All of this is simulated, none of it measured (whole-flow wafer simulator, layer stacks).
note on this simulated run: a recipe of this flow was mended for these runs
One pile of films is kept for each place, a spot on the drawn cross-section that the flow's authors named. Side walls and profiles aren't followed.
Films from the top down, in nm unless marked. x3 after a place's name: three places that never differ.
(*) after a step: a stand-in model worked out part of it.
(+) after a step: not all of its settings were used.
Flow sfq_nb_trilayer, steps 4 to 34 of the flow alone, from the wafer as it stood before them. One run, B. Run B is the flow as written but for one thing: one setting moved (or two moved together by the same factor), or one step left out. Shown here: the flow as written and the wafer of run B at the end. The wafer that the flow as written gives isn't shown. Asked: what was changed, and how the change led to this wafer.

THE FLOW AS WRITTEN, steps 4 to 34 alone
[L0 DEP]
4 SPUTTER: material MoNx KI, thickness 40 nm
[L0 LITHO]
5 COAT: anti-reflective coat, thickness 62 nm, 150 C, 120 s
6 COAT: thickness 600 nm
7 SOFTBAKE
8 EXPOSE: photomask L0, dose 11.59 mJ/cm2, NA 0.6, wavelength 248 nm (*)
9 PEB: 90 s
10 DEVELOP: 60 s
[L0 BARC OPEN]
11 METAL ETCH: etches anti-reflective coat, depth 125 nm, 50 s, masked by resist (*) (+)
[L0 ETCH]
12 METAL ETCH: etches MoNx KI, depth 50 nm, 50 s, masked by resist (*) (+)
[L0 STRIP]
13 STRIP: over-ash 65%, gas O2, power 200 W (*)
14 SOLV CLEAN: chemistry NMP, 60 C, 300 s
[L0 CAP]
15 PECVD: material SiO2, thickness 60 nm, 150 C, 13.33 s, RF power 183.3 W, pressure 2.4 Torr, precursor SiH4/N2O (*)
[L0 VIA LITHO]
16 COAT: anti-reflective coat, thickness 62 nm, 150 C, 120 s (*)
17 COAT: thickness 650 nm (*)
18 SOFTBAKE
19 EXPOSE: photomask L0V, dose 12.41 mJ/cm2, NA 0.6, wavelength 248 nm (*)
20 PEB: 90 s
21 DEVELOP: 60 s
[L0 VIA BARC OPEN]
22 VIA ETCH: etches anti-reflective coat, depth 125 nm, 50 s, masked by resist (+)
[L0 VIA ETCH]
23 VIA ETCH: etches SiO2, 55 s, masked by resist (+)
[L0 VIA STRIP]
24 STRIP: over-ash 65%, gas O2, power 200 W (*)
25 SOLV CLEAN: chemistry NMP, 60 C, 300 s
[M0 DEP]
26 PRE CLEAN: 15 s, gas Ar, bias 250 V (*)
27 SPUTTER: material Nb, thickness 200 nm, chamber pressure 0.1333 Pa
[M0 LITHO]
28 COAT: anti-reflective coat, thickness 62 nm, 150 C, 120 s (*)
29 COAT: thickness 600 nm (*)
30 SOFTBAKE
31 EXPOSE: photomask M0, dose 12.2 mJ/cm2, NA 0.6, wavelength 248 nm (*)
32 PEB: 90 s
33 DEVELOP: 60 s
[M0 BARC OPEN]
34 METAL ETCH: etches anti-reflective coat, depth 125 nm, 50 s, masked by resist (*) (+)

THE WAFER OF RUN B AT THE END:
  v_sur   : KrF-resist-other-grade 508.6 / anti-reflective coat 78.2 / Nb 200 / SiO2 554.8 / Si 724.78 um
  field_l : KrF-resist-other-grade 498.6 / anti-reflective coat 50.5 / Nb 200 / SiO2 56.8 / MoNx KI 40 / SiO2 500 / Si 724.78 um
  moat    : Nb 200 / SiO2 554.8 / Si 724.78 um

The cause: step 26, PRE CLEAN: 9.6 s was run, where the flow has 15 s.

How the change led to this, step by step:
  26 PRE CLEAN: 15 s, gas Ar, bias 250 V (*)
      field_l, v_sur, via_wl and 102 more: SiO2 -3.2 (as written it would be: SiO2 -5)
      l0v: MoNx KI -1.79 (as written it would be: MoNx KI -2.91)
